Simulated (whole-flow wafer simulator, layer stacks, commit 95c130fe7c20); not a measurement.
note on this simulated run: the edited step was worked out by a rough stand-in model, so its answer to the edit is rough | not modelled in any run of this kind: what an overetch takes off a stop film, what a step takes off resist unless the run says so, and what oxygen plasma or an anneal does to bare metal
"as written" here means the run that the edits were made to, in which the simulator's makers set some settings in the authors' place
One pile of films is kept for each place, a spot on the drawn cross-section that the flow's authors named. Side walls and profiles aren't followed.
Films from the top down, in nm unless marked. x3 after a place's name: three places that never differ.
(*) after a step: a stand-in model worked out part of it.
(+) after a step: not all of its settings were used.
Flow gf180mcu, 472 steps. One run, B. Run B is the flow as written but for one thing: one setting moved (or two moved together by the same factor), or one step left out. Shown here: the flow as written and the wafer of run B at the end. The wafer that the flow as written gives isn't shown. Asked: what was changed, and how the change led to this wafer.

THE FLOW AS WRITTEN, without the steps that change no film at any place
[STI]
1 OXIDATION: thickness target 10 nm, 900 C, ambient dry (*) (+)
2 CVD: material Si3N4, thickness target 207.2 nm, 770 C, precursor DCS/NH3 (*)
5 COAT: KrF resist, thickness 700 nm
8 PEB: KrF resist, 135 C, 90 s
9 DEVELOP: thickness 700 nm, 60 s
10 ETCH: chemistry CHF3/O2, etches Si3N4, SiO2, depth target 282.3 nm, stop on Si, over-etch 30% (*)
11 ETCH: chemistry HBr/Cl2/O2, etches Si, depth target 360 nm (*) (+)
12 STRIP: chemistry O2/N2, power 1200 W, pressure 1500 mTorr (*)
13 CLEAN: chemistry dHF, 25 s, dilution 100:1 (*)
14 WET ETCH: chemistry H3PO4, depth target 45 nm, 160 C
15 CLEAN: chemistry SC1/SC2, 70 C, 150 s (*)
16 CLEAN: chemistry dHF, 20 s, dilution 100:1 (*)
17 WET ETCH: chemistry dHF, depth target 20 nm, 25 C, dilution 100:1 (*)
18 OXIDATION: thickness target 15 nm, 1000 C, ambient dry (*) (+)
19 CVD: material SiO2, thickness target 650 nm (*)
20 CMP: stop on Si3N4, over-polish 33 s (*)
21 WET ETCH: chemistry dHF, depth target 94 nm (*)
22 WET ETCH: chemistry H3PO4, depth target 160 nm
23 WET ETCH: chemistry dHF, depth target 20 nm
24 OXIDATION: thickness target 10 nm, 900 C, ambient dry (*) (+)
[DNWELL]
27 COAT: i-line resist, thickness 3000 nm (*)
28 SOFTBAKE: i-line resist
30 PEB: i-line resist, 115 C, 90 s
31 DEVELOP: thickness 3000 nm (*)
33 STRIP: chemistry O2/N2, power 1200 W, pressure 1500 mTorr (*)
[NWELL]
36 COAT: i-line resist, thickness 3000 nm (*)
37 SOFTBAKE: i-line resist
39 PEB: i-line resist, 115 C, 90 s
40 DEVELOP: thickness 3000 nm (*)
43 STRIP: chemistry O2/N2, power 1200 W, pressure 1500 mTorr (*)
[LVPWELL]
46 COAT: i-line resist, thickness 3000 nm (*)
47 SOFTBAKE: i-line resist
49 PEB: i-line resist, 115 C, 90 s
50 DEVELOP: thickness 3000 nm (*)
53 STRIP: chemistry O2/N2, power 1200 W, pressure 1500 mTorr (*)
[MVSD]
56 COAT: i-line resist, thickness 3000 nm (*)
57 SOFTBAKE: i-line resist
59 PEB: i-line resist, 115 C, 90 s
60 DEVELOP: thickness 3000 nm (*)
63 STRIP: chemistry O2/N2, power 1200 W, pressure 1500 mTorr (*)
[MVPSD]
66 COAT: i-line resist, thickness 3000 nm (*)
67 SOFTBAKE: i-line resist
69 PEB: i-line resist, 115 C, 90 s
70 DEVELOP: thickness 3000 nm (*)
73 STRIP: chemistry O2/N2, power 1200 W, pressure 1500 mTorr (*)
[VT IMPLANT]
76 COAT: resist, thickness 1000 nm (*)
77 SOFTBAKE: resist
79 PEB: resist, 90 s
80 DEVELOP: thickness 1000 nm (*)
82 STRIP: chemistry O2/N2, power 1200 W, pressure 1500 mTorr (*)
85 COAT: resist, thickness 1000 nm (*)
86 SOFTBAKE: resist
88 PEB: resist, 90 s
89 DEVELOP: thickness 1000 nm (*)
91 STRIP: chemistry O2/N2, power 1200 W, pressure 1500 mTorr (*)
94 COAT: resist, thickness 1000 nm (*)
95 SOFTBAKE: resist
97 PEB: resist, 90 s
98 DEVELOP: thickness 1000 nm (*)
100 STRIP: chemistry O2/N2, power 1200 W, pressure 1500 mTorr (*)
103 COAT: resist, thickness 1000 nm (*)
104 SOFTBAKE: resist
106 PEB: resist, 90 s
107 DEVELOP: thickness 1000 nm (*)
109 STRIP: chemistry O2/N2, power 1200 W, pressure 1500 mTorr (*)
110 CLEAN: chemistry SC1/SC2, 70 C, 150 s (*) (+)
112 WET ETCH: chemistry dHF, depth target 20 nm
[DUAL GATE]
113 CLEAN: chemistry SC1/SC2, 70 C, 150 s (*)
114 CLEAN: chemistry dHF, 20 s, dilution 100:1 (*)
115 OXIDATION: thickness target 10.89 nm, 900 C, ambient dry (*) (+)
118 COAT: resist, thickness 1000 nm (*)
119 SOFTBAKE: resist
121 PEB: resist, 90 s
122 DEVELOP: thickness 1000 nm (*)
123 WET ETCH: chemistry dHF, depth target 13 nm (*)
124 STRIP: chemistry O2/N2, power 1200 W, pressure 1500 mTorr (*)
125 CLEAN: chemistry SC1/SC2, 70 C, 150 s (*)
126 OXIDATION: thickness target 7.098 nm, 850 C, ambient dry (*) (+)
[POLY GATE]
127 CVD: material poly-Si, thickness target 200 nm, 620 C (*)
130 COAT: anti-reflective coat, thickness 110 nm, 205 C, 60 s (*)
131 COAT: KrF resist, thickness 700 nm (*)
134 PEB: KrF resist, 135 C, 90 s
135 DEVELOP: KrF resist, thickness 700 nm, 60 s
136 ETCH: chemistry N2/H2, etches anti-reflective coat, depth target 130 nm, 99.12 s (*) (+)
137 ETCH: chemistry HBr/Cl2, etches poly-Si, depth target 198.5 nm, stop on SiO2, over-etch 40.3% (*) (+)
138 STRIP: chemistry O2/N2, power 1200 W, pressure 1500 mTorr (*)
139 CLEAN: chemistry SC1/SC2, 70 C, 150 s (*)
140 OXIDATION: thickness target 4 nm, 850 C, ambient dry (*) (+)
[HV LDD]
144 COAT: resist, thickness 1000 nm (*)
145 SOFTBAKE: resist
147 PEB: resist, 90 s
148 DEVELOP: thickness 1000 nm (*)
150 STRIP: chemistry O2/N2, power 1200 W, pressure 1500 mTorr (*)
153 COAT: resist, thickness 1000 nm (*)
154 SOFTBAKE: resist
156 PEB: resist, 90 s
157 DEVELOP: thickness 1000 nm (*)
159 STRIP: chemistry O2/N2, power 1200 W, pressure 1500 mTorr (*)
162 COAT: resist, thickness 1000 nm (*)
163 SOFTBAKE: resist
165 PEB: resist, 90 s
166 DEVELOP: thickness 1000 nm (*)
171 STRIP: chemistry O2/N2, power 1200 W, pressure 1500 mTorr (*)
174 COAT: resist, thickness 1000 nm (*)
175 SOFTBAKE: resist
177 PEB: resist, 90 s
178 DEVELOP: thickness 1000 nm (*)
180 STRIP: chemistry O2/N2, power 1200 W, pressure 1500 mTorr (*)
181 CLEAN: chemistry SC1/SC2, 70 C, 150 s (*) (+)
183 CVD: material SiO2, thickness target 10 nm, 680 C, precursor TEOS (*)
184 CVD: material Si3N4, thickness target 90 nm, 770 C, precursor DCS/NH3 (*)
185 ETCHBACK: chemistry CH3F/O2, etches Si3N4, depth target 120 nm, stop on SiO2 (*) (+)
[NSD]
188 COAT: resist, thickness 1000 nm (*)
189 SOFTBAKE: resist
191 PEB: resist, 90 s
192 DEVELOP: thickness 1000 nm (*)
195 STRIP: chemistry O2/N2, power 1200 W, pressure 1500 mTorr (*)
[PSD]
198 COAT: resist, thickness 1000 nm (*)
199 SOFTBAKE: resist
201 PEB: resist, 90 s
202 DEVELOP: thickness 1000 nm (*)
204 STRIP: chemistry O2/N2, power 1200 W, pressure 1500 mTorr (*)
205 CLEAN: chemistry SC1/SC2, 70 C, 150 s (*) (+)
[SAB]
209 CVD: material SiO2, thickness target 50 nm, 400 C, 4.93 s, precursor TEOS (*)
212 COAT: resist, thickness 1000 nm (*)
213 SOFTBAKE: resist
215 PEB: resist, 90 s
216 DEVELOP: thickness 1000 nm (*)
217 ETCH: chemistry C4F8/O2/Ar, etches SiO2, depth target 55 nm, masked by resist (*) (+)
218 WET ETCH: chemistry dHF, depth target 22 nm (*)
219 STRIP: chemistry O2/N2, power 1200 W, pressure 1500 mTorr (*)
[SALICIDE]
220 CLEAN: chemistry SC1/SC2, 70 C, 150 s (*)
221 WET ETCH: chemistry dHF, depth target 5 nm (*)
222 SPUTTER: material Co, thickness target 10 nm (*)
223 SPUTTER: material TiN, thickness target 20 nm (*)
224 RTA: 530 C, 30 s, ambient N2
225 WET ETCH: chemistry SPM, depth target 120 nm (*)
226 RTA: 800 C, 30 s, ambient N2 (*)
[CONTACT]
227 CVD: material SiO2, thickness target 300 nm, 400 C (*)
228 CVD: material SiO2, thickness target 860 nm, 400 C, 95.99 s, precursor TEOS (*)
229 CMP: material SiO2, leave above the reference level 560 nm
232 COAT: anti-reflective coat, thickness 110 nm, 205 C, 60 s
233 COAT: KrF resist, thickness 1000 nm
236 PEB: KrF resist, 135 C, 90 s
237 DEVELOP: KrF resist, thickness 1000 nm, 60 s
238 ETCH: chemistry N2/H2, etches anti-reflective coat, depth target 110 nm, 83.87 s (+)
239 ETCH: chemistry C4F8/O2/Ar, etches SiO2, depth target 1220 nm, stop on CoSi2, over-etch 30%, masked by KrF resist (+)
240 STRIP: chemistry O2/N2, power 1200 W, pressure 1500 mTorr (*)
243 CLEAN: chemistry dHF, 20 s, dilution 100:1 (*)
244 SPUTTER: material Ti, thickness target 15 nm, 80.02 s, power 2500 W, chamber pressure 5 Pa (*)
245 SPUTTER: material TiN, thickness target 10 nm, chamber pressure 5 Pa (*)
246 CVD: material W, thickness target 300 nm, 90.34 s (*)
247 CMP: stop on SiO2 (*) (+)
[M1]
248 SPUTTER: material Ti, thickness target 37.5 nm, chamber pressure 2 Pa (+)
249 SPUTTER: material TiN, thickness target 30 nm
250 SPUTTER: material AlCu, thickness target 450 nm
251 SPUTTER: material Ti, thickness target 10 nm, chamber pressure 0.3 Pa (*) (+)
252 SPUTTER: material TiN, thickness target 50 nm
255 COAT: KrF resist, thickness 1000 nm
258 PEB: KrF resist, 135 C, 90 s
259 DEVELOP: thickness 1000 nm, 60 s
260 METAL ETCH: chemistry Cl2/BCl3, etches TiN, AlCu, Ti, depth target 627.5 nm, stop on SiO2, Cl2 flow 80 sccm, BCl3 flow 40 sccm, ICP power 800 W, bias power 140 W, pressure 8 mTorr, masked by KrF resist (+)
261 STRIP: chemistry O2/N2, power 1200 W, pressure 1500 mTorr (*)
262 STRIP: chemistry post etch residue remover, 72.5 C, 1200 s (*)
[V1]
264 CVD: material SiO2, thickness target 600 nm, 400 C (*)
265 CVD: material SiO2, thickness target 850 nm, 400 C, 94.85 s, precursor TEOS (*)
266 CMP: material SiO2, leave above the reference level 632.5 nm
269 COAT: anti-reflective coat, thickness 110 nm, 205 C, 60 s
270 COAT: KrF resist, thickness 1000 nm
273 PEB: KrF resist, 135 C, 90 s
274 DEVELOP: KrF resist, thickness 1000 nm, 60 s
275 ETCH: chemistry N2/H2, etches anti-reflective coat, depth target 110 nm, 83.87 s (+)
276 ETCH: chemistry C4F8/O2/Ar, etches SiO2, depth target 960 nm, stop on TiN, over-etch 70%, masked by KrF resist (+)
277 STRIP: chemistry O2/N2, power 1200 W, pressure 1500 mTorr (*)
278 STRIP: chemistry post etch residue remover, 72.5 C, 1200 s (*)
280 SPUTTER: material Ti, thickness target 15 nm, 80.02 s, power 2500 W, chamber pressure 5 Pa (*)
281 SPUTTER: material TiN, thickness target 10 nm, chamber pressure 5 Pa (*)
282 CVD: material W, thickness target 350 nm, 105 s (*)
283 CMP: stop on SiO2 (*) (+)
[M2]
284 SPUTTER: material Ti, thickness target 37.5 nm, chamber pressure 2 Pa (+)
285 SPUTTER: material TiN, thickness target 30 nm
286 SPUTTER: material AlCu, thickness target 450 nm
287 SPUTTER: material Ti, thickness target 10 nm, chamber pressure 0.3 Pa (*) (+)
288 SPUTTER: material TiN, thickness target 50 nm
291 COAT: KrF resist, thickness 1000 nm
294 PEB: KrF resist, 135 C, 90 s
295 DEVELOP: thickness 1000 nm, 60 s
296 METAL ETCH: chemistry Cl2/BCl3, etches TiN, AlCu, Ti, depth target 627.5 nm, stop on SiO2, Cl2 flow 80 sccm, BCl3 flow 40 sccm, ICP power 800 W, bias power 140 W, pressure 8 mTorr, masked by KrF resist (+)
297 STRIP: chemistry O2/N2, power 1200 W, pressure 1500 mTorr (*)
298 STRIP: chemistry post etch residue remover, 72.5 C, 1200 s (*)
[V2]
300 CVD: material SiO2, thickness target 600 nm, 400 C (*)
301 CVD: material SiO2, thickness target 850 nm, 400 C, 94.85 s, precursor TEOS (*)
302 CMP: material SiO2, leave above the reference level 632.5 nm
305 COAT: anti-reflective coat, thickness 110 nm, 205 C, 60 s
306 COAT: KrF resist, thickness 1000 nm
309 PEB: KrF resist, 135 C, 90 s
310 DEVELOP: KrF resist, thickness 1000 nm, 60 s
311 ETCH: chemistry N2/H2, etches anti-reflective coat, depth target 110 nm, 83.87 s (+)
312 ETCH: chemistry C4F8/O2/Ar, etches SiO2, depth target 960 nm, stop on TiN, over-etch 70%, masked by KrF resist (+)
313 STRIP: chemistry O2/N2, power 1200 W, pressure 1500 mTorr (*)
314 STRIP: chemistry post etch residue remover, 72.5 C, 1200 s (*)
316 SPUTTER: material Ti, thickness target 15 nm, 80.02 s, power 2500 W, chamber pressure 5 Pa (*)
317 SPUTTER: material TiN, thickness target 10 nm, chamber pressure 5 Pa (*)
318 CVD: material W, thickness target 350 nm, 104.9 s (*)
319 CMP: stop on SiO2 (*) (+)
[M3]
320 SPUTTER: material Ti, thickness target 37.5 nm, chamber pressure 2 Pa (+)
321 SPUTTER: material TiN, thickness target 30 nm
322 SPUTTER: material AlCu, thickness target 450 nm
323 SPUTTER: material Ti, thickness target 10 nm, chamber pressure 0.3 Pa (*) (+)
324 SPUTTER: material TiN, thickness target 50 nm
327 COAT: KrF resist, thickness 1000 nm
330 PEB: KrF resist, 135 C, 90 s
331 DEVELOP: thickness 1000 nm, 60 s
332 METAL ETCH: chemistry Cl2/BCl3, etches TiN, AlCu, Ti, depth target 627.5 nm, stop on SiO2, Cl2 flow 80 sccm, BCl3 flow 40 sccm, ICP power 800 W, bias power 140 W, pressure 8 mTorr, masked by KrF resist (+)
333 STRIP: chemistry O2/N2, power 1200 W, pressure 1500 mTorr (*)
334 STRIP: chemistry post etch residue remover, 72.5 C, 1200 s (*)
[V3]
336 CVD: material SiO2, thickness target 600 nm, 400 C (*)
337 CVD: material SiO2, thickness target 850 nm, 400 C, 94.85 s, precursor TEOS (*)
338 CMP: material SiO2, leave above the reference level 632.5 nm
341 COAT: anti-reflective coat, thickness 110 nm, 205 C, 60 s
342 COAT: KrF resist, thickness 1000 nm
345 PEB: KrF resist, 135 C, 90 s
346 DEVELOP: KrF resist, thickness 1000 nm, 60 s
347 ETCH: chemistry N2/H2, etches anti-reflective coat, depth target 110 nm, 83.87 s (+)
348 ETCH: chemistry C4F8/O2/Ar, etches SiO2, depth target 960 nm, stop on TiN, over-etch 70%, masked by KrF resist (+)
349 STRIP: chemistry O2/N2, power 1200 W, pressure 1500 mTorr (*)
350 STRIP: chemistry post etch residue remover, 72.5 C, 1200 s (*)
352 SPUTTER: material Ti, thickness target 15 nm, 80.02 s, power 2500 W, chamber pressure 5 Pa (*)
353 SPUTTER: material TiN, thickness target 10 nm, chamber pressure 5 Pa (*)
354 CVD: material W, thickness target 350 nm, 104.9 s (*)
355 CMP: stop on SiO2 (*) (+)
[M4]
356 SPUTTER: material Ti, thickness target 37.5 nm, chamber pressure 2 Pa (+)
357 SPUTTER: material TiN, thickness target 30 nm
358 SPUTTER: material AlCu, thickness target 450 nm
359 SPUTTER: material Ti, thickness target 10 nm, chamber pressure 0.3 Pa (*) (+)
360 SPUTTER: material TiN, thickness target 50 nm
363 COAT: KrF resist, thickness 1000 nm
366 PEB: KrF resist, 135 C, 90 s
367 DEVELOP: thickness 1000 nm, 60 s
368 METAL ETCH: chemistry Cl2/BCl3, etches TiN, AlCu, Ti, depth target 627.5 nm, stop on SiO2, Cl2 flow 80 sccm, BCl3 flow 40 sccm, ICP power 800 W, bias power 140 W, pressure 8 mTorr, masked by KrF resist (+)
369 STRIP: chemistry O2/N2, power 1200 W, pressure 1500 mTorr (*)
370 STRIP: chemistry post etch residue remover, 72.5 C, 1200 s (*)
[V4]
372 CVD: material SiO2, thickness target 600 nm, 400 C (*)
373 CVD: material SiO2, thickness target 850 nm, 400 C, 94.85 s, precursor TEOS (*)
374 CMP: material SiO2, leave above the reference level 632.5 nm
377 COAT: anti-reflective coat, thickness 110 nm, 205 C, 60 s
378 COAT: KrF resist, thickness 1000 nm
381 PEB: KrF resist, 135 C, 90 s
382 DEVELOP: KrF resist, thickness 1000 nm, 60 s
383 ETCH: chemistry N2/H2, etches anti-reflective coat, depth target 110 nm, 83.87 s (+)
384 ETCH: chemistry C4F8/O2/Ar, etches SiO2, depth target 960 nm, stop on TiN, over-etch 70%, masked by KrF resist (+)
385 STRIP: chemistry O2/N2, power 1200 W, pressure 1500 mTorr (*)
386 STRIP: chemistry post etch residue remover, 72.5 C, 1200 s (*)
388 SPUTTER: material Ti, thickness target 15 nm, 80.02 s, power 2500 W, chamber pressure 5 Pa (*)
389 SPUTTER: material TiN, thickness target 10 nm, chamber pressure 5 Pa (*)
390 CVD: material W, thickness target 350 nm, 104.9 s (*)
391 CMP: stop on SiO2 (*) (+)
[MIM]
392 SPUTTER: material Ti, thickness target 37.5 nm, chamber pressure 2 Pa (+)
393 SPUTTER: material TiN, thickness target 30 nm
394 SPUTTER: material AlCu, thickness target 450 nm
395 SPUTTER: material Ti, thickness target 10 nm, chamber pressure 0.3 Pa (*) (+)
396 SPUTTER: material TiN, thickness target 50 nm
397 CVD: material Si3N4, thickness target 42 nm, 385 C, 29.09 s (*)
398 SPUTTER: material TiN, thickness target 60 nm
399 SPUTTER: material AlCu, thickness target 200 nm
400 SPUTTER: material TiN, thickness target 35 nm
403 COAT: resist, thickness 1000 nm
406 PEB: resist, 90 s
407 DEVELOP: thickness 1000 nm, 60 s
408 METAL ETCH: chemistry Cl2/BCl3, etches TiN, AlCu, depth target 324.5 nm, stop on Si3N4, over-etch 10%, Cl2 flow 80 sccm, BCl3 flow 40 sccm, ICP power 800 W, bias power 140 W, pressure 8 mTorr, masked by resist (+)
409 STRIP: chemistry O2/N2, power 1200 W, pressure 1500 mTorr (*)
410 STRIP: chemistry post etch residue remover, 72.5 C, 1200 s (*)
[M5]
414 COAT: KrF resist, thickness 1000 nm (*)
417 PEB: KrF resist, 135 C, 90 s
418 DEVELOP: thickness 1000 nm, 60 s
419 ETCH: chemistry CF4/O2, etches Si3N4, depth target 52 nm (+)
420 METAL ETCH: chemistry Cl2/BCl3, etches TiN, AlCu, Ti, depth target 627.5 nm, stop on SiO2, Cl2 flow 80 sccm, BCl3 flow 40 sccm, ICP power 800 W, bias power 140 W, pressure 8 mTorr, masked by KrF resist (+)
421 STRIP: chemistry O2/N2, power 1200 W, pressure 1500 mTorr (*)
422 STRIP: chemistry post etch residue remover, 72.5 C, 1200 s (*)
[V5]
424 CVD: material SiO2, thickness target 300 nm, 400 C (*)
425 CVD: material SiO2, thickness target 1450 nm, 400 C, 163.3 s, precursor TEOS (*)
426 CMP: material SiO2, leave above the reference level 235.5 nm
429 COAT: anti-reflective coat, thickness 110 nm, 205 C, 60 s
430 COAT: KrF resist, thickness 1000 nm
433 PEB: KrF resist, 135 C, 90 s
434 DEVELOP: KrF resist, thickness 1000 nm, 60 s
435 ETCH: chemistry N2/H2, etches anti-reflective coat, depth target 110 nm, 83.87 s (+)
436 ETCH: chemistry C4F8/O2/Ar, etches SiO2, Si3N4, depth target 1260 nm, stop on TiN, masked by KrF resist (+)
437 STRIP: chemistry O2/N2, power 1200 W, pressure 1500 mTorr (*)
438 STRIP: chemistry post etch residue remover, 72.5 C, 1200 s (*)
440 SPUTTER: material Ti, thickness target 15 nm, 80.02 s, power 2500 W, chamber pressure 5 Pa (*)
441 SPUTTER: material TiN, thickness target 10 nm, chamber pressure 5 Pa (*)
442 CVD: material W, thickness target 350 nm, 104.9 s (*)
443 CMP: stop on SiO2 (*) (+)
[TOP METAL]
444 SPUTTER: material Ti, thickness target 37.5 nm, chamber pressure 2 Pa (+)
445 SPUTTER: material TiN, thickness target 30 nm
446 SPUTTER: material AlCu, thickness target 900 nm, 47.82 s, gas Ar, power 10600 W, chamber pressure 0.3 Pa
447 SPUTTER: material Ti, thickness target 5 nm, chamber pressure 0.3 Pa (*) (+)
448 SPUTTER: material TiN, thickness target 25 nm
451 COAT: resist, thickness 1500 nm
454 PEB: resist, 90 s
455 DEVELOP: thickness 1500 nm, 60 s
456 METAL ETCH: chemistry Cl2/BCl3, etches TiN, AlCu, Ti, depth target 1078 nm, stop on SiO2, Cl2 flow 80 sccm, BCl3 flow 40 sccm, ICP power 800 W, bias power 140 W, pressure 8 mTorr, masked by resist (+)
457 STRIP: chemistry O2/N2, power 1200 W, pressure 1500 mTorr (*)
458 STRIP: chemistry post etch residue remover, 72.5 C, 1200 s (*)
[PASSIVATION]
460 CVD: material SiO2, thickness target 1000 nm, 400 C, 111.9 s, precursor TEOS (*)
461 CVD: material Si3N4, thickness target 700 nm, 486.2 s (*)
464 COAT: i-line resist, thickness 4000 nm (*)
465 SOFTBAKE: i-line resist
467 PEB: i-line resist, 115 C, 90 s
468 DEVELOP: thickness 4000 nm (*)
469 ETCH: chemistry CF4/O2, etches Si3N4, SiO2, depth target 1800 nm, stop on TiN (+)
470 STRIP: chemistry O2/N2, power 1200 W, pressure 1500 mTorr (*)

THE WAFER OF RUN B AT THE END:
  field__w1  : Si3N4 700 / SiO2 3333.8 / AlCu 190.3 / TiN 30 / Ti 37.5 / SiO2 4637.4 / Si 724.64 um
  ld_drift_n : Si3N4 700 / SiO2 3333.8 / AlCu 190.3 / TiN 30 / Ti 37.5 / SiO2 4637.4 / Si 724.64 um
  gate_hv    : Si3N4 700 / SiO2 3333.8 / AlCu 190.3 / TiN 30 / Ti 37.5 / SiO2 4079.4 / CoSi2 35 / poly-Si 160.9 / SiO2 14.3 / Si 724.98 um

The cause: step 354, CVD: thickness target 175 nm was run, where the flow has thickness target 350 nm; step 368, METAL ETCH: depth target 314 nm was run, where the flow has depth target 627.5 nm.

How the change led to this, step by step:
  354 CVD: material W, thickness target 350 nm, 104.9 s (*)
      field, field__w1, field__w2 and 107 more: W +175 (new film) (as written it would be: W +350 (new film))
      contact: W +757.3 (new film) (as written it would be: W +932.3 (new film))
  355 CMP: stop on SiO2 (*) (+)
      field, field__w1, field__w2 and 107 more: W -175 (all of it), TiN -10 (all of it), Ti -15 (all of it), SiO2 -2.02 (as written it would be: W -350 (all of it), TiN -10 (all of it), Ti -15 (all of it), SiO2 -3.78)
      contact: W -202 (as written it would be: W -378.8)
  368 METAL ETCH: chemistry Cl2/BCl3, etches TiN, AlCu, Ti, depth target 627.5 nm, stop on SiO2, Cl2 flow 80 sccm, BCl3 flow 40 sccm, ICP power 800 W, bias power 140 W, pressure 8 mTorr, masked by KrF resist (+)
      field, field__w1, field__w2 and 103 more: TiN -50 (all of it), Ti -10 (all of it), AlCu -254 (as written it would be: TiN -50 (all of it), Ti -10 (all of it), AlCu -450 (all of it), TiN -30 (all of it), Ti -37.5 (all of it))
      field__w8, contact, m1, m1__w1, m1_nw: KrF resist -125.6 (as written it would be: KrF resist -251)
  369 STRIP: chemistry O2/N2, power 1200 W, pressure 1500 mTorr (*)
      field__w8, contact, m1, m1__w1, m1_nw: KrF resist -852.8 (all of it) (as written it would be: KrF resist -727.4 (all of it))
  370 STRIP: chemistry post etch residue remover, 72.5 C, 1200 s (*)
      field, field__w1, field__w2 and 103 more: AlCu -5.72 (as written it would be: nothing)
  372 CVD: material SiO2, thickness target 600 nm, 400 C (*)
      field, field__w1, field__w2 and 103 more: SiO2 +600 (new film) (as written it would be: SiO2 +600)
  374 CMP: material SiO2, leave above the reference level 632.5 nm
      field, field__w1, field__w2 and 103 more: SiO2 -557.8 (as written it would be: SiO2 -300)
Counting metal films that touch as one body, field__w1 has 1 body; the flow as written gives 0 bodies.
Counting metal films that touch as one body, ld_drift_n has 1 body; the flow as written gives 0 bodies.
Counting metal films that touch as one body, gate_hv has 2 bodies (between them, from the top down: SiO2 4079.4); the flow as written gives 1 body.
